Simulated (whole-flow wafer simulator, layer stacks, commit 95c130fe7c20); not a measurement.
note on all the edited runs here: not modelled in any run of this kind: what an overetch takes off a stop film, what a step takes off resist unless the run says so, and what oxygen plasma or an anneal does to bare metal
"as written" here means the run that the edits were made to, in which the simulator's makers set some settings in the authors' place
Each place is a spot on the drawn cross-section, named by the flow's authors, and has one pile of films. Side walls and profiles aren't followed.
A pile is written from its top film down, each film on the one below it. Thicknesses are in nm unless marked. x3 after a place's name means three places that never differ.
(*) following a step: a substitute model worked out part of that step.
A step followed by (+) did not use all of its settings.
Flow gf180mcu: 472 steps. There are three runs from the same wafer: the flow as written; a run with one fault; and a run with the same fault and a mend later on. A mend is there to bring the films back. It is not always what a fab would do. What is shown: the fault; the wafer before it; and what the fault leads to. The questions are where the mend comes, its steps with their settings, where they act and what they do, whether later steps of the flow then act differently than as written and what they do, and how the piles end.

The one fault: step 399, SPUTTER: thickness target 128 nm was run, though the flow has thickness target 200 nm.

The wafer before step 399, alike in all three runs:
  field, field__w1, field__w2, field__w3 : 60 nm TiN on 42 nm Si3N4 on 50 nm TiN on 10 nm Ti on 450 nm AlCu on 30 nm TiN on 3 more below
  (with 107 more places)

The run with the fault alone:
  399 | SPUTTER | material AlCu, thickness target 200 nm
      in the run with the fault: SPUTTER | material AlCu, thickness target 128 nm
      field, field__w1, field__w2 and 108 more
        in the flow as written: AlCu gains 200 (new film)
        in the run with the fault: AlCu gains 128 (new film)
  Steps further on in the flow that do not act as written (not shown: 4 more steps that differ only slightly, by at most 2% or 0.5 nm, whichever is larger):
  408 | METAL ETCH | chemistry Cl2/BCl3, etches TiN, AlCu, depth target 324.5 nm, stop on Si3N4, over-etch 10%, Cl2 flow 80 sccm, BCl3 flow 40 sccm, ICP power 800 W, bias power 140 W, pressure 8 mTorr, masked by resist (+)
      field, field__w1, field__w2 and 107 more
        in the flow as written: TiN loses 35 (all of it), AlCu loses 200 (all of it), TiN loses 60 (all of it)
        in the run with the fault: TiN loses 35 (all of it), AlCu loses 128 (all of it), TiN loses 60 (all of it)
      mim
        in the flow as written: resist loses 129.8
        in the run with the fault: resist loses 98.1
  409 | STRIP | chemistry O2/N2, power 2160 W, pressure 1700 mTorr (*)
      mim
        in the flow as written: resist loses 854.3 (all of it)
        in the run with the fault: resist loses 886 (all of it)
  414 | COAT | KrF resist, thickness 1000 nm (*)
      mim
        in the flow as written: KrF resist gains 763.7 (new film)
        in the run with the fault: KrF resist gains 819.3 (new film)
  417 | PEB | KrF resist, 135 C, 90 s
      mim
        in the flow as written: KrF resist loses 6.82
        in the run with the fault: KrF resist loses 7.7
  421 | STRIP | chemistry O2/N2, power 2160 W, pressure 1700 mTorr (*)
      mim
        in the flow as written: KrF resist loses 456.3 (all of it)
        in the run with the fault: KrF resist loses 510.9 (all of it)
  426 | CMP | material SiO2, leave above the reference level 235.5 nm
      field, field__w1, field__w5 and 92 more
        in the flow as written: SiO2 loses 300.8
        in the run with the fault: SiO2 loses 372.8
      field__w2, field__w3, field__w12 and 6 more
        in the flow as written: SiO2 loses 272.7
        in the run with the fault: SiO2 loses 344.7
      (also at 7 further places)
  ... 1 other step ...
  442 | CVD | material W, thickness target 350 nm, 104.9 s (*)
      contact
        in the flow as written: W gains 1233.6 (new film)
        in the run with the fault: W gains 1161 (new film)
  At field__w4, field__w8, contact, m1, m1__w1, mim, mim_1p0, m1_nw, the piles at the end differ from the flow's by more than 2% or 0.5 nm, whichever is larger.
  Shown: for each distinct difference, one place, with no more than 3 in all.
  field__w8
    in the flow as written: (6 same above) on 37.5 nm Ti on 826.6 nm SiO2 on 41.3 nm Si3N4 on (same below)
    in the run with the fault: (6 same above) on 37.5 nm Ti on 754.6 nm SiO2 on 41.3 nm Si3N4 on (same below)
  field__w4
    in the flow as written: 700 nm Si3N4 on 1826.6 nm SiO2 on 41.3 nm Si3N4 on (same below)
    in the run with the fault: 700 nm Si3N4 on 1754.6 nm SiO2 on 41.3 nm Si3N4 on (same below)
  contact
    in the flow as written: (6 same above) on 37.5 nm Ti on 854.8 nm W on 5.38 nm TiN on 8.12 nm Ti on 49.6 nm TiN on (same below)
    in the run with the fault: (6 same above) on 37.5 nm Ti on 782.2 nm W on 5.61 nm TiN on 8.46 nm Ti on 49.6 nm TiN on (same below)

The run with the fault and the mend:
  The mend follows step 399.
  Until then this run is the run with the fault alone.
  399a | SPUTTER | material AlCu, thickness target 72 nm (the flow's step 399 again, with other settings)
      field, field__w1, field__w2 and 108 more
        AlCu gains 72
  Every later step of the flow that is run acts as written at every place that is followed.
  At every place that both follow, the piles at the end match the flow's.
